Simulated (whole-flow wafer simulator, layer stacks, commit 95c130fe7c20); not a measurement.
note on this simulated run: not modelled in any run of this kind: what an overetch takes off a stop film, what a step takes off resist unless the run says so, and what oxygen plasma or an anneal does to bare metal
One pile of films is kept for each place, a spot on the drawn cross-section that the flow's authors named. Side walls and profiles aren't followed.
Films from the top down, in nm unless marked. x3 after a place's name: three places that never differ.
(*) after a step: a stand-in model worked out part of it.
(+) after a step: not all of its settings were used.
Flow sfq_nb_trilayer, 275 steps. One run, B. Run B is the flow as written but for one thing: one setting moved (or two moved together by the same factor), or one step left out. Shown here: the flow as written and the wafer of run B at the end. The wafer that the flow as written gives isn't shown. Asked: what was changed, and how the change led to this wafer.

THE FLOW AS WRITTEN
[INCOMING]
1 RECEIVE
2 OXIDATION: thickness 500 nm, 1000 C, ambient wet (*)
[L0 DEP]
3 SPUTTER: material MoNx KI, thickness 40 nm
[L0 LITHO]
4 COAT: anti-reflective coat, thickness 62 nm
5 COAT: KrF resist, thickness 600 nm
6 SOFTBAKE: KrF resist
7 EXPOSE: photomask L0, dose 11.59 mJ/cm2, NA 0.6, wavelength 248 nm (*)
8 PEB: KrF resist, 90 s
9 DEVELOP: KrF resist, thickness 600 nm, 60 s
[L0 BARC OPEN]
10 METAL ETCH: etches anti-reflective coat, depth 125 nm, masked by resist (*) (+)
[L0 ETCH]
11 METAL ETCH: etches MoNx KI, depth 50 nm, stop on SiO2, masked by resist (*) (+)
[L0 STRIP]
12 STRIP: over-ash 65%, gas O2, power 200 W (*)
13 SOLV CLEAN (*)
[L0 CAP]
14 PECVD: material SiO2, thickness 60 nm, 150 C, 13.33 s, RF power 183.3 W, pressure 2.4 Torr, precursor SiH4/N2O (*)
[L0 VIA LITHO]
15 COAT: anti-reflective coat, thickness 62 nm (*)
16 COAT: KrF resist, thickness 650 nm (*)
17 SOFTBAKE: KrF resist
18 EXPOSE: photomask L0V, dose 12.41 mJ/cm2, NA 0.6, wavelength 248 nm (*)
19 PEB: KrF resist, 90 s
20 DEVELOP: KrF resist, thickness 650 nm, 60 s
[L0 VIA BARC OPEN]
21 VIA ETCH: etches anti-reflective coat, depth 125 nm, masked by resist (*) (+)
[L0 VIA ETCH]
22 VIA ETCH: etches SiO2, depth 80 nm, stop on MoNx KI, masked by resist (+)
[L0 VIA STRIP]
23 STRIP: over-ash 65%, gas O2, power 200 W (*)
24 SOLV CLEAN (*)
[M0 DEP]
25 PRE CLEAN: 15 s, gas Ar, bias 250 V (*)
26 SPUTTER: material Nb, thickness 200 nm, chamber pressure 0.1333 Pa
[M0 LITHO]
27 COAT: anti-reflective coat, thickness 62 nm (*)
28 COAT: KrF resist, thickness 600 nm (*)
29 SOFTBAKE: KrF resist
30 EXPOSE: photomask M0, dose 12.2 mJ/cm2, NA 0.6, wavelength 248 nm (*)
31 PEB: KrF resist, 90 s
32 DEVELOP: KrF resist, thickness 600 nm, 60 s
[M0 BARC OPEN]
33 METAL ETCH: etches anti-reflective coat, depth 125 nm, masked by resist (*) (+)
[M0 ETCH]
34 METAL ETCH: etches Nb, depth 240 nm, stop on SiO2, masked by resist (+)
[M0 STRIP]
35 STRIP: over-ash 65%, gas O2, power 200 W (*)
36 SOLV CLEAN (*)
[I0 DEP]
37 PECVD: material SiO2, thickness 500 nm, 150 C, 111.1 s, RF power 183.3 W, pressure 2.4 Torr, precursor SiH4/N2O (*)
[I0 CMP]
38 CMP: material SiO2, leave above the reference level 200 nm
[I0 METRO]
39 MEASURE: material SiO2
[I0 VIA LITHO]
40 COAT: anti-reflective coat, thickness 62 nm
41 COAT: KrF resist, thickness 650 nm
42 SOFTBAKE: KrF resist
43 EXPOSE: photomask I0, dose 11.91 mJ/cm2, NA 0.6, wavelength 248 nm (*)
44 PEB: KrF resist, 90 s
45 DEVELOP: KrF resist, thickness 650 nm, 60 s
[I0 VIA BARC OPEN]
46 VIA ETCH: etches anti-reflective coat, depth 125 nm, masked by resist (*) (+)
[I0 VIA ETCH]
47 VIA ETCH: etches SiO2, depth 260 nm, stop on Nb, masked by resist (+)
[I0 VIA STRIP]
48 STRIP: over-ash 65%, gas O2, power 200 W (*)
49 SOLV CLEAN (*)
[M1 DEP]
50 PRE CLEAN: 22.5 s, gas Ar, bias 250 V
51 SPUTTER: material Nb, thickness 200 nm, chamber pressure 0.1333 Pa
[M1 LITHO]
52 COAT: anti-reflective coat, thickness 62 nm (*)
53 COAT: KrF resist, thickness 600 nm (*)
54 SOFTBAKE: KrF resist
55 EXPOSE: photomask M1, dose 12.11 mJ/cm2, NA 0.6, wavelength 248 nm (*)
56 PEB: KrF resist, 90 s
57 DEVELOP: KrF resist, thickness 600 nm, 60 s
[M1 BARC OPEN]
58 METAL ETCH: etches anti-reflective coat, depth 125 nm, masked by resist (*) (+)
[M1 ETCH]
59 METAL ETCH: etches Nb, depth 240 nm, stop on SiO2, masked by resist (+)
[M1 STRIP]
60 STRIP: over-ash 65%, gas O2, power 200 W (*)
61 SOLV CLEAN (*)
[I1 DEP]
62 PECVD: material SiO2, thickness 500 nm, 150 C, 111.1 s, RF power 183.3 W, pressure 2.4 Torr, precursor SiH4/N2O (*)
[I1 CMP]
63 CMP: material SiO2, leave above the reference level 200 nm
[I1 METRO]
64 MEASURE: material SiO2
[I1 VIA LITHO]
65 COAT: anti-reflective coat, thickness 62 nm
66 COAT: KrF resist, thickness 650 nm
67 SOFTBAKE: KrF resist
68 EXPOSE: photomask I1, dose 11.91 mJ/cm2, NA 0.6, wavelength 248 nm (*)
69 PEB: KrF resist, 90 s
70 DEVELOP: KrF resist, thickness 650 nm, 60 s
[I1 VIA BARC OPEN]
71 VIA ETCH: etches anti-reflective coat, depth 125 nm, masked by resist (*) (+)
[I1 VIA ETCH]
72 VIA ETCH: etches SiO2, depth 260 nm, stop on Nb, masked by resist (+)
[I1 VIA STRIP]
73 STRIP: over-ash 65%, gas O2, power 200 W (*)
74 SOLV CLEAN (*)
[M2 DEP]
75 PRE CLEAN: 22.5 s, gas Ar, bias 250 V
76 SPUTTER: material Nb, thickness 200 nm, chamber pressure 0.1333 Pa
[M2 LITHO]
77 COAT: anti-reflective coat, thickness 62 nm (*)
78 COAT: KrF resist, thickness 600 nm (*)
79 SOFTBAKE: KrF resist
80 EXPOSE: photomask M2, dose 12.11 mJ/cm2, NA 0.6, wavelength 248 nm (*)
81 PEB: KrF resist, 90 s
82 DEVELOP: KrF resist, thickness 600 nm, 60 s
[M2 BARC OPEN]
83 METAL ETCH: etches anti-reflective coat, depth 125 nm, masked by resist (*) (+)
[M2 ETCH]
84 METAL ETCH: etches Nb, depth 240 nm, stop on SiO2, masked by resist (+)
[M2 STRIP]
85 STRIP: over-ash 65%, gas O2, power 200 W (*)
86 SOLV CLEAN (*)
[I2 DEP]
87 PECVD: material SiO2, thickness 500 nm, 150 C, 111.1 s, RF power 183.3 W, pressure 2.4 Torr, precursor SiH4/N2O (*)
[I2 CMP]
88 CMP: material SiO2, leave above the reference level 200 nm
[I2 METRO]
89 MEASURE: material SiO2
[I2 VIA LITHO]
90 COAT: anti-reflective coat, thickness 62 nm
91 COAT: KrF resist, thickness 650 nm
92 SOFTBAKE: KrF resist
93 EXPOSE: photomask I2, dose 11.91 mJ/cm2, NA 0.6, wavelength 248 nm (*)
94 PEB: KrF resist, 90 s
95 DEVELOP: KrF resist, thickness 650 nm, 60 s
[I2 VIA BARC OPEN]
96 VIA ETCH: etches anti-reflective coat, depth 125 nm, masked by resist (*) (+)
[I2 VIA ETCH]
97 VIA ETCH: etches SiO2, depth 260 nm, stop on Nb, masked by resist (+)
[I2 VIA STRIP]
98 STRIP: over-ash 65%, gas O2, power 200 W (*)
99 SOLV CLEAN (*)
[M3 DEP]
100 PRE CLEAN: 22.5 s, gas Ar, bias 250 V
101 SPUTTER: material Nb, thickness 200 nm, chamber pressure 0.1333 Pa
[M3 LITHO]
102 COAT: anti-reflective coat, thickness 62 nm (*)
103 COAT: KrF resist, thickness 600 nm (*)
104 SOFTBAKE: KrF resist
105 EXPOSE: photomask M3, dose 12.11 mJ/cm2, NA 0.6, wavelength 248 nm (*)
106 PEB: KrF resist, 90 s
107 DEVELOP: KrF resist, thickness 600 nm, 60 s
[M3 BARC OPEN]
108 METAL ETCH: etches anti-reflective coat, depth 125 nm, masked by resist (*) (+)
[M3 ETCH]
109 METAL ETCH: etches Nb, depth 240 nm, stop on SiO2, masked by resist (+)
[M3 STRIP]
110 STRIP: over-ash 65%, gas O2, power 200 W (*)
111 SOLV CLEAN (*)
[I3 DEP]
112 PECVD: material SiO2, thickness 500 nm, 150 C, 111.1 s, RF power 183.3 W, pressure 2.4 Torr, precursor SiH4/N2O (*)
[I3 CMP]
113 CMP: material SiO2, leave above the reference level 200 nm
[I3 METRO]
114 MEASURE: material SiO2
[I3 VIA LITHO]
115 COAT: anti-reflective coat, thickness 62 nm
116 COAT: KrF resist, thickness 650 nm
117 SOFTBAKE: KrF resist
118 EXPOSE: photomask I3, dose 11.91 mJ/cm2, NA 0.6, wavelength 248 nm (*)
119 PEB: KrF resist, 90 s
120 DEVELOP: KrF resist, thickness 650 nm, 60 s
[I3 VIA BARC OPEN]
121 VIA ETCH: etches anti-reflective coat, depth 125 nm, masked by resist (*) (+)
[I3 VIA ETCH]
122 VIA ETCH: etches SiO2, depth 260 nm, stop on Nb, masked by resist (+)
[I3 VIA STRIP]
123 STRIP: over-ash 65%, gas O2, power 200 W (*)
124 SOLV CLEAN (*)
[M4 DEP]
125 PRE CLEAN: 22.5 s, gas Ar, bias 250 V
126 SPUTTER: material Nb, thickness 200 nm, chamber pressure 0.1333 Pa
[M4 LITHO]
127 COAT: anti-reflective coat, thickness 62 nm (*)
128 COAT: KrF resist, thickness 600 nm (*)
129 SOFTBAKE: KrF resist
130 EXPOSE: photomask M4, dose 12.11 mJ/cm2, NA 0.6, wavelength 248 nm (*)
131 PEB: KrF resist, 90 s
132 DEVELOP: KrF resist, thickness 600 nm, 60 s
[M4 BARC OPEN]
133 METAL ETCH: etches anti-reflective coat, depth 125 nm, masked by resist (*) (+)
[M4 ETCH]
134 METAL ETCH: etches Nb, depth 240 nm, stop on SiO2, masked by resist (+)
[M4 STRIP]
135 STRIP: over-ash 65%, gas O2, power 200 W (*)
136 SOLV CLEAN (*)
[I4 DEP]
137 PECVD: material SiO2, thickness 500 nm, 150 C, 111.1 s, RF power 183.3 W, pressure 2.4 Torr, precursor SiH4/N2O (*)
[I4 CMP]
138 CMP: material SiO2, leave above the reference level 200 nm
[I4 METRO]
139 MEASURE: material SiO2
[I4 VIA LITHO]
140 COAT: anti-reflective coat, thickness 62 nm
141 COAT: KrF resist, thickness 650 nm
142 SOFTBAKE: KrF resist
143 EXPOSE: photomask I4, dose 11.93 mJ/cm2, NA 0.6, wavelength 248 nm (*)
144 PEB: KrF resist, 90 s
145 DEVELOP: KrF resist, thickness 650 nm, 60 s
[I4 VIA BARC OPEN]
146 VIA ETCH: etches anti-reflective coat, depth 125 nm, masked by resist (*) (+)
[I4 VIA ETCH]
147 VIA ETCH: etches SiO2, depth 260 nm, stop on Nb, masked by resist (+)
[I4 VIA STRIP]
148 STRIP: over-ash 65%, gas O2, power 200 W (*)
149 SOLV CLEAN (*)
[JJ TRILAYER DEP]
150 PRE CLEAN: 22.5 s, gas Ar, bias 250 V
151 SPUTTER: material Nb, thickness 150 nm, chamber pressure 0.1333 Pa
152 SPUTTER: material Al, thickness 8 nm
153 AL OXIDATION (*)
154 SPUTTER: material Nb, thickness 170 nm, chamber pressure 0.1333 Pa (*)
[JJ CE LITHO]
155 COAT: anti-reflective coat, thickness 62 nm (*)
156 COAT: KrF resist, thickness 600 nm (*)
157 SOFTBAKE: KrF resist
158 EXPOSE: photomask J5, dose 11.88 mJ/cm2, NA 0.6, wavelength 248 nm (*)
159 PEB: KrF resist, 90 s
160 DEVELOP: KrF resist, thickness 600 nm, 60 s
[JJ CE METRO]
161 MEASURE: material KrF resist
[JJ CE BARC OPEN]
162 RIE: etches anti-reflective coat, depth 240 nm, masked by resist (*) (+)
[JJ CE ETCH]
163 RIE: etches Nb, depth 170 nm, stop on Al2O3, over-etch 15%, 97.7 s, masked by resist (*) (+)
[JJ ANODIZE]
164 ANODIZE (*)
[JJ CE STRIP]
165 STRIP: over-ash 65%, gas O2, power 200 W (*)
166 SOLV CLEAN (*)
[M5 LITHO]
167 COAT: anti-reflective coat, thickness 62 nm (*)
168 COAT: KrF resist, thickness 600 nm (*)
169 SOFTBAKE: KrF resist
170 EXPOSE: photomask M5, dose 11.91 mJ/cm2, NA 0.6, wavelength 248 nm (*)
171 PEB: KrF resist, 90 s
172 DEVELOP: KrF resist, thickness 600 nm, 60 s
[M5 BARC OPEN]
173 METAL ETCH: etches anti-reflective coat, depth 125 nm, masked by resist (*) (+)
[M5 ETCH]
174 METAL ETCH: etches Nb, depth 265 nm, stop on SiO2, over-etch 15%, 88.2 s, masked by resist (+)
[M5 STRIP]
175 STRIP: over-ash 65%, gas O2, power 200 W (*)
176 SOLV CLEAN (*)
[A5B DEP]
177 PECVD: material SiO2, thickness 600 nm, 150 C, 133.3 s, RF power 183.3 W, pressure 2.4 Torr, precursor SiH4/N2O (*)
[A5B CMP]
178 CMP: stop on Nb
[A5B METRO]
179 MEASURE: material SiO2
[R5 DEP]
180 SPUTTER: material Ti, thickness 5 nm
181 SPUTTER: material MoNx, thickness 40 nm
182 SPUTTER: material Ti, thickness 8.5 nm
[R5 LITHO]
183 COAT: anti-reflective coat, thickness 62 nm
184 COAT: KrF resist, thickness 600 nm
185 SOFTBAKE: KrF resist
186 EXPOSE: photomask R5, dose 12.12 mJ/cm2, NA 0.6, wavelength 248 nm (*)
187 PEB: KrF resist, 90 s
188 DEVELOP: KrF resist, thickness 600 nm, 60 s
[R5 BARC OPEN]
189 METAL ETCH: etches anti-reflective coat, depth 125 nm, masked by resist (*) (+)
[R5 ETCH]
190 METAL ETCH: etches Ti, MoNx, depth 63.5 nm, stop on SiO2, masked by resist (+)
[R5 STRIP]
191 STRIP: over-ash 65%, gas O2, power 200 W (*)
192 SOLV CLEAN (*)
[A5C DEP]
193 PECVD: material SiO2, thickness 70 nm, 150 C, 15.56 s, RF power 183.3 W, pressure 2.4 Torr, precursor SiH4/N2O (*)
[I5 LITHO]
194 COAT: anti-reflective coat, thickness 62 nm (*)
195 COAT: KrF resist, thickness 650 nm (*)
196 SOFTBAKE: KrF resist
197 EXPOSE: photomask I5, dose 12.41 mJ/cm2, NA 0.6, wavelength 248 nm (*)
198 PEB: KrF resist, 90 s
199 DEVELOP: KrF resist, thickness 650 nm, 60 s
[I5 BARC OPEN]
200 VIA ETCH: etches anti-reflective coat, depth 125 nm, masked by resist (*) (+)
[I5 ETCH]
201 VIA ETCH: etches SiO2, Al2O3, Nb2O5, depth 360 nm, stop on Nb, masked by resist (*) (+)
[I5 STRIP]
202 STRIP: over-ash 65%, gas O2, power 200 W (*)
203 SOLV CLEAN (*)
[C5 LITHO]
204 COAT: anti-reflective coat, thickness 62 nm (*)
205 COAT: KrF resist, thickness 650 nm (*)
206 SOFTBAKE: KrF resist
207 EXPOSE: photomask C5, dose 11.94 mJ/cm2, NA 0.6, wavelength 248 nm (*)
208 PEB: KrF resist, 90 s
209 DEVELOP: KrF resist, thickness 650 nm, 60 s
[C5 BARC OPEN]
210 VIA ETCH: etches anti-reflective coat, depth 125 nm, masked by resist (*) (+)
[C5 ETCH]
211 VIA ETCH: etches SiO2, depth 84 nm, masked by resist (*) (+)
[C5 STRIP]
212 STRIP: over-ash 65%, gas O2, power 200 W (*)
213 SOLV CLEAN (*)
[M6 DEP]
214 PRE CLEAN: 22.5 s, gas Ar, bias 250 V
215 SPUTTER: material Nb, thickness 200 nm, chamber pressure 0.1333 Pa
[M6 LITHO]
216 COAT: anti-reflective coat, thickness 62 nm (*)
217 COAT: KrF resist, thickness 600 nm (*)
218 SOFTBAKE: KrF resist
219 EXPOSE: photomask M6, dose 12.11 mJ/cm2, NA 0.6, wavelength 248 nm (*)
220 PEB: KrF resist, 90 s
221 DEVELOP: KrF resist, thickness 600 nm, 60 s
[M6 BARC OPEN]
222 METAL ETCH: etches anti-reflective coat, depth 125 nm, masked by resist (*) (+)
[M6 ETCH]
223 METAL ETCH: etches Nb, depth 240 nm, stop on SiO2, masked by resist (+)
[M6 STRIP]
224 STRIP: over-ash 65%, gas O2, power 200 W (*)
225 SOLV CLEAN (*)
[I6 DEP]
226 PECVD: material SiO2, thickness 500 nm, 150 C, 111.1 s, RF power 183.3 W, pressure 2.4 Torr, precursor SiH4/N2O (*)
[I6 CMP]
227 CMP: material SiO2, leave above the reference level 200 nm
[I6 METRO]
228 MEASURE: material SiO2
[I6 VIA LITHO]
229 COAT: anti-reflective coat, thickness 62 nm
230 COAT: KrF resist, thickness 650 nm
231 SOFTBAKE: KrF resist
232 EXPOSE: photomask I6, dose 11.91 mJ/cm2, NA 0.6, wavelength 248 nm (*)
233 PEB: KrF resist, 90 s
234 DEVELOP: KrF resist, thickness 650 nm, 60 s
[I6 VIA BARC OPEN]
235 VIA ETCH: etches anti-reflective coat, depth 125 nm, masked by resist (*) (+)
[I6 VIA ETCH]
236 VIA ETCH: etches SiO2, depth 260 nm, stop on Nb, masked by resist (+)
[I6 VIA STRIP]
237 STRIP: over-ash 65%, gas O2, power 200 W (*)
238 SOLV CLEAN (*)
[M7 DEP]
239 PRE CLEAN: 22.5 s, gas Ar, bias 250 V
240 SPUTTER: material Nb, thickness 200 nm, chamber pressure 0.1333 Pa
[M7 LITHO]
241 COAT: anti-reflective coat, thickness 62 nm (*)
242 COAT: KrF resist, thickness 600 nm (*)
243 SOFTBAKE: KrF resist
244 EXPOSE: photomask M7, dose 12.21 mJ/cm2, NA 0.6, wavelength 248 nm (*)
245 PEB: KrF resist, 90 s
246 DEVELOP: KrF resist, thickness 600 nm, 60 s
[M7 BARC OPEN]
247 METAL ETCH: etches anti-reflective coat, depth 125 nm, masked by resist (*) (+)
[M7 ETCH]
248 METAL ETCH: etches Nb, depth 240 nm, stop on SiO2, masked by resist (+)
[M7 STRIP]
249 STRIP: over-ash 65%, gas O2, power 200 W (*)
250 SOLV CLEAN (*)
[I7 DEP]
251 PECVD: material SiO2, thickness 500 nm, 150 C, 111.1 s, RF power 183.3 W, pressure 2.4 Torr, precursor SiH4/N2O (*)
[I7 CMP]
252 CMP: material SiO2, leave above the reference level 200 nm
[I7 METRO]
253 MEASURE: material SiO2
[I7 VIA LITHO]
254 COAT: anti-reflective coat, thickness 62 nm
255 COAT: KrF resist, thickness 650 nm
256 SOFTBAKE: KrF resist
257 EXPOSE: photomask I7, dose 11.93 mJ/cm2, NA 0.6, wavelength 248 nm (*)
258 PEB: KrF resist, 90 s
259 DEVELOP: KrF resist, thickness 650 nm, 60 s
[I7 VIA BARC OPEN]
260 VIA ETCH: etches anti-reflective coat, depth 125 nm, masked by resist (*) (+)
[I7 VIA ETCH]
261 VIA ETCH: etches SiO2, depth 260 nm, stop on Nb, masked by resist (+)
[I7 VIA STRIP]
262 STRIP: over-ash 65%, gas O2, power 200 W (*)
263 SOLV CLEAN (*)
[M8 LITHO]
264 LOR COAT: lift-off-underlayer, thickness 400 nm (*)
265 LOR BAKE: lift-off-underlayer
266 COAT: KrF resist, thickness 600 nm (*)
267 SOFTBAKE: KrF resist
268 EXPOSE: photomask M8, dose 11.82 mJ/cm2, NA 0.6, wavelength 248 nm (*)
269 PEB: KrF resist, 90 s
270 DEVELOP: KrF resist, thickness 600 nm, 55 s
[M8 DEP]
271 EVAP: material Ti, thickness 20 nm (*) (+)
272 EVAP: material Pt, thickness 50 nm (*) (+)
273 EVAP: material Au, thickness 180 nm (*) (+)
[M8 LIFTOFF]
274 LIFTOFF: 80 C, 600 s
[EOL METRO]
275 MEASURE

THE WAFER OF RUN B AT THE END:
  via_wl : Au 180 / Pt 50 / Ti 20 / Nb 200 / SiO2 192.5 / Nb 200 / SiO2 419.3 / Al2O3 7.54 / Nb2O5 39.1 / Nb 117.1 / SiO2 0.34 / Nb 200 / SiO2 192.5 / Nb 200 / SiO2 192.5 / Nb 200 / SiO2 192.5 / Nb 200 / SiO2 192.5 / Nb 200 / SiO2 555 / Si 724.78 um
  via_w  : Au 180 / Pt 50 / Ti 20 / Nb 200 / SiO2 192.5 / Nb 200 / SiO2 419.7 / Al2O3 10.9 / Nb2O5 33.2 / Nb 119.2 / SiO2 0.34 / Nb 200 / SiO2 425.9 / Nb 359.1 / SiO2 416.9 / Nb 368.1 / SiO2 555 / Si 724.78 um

The cause: step 147, VIA ETCH: depth 192 nm was run, where the flow has depth 260 nm.

How the change led to this, step by step:
  147 VIA ETCH: etches SiO2, depth 260 nm, stop on Nb, masked by resist (+)
      via_wl, via_w, via_wr: SiO2 -192 (as written it would be: SiO2 -199.8 (all of it))
      field_l, v_sur, via_sp and 100 more: KrF resist -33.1 (as written it would be: KrF resist -44.8)
  148 STRIP: over-ash 65%, gas O2, power 200 W (*)
      field_l, v_sur, via_sp and 100 more: KrF resist -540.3 (all of it), anti-reflective coat -62 (all of it) (as written it would be: KrF resist -528.6 (all of it), anti-reflective coat -62 (all of it))
  150 PRE CLEAN: 22.5 s, gas Ar, bias 250 V
      via_wl, via_w, via_wr: SiO2 -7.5 (as written it would be: Nb -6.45)
  151 SPUTTER: material Nb, thickness 150 nm, chamber pressure 0.1333 Pa
      via_wl, via_w, via_wr: Nb +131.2 (new film) (as written it would be: Nb +130.4)
  155 COAT: anti-reflective coat, thickness 62 nm (*)
      via_wl, via_wr: anti-reflective coat +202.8 (new film) (as written it would be: anti-reflective coat +209.4 (new film))
  162 RIE: etches anti-reflective coat, depth 240 nm, masked by resist (*) (+)
      ce_l, c5j, ce_r, wl_jj: KrF resist -202.8 (as written it would be: KrF resist -209.4)
      via_wl, via_wr: anti-reflective coat -202.8 (all of it) (as written it would be: anti-reflective coat -209.4 (all of it))
  165 STRIP: over-ash 65%, gas O2, power 200 W (*)
      ce_l: KrF resist -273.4 (all of it), anti-reflective coat -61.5 (all of it) (as written it would be: KrF resist -266.8 (all of it), anti-reflective coat -61.4 (all of it))
      c5j: KrF resist -273.5 (all of it), anti-reflective coat -61.5 (all of it) (as written it would be: KrF resist -266.9 (all of it), anti-reflective coat -61.5 (all of it))
      (and at 2 more places)
  167 COAT: anti-reflective coat, thickness 62 nm (*)
      via_wl: anti-reflective coat +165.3 (new film) (as written it would be: anti-reflective coat +170.5 (new film))
      via_wr: anti-reflective coat +165.3 (new film) (as written it would be: anti-reflective coat +170.6 (new film))
      (and at 2 more places)
  175 STRIP: over-ash 65%, gas O2, power 200 W (*)
      via_wl: KrF resist -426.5 (all of it), anti-reflective coat -165.3 (all of it) (as written it would be: KrF resist -427 (all of it), anti-reflective coat -170.5 (all of it))
      via_wr: KrF resist -427.1 (all of it), anti-reflective coat -165.3 (all of it) (as written it would be: KrF resist -427.6 (all of it), anti-reflective coat -170.6 (all of it))
      (and at 2 more places)
  178 CMP: stop on Nb
      via_wl, via_wr: SiO2 -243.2 (as written it would be: SiO2 -235.7)
      via_w: SiO2 -242.8 (as written it would be: SiO2 -235.2)
Counting metal films that touch as one body, via_wl has 8 bodies (between them, from the top down: SiO2 192.5; SiO2 419.3 / Al2O3 7.54 / Nb2O5 39.1; SiO2 0.34; SiO2 192.5; SiO2 192.5; SiO2 192.5; SiO2 192.5); the flow as written gives 7 bodies (between them, from the top down: SiO2 192.5; SiO2 426.8 / Al2O3 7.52 / Nb2O5 39.2; SiO2 192.5; SiO2 192.5; SiO2 192.5; SiO2 192.5).
Counting metal films that touch as one body, via_w has 6 bodies (between them, from the top down: SiO2 192.5; SiO2 419.7 / Al2O3 10.9 / Nb2O5 33.2; SiO2 0.34; SiO2 425.9; SiO2 416.9); the flow as written gives 5 bodies (between them, from the top down: SiO2 192.5; SiO2 427.3 / Al2O3 10.8 / Nb2O5 33.3; SiO2 425.9; SiO2 416.9).
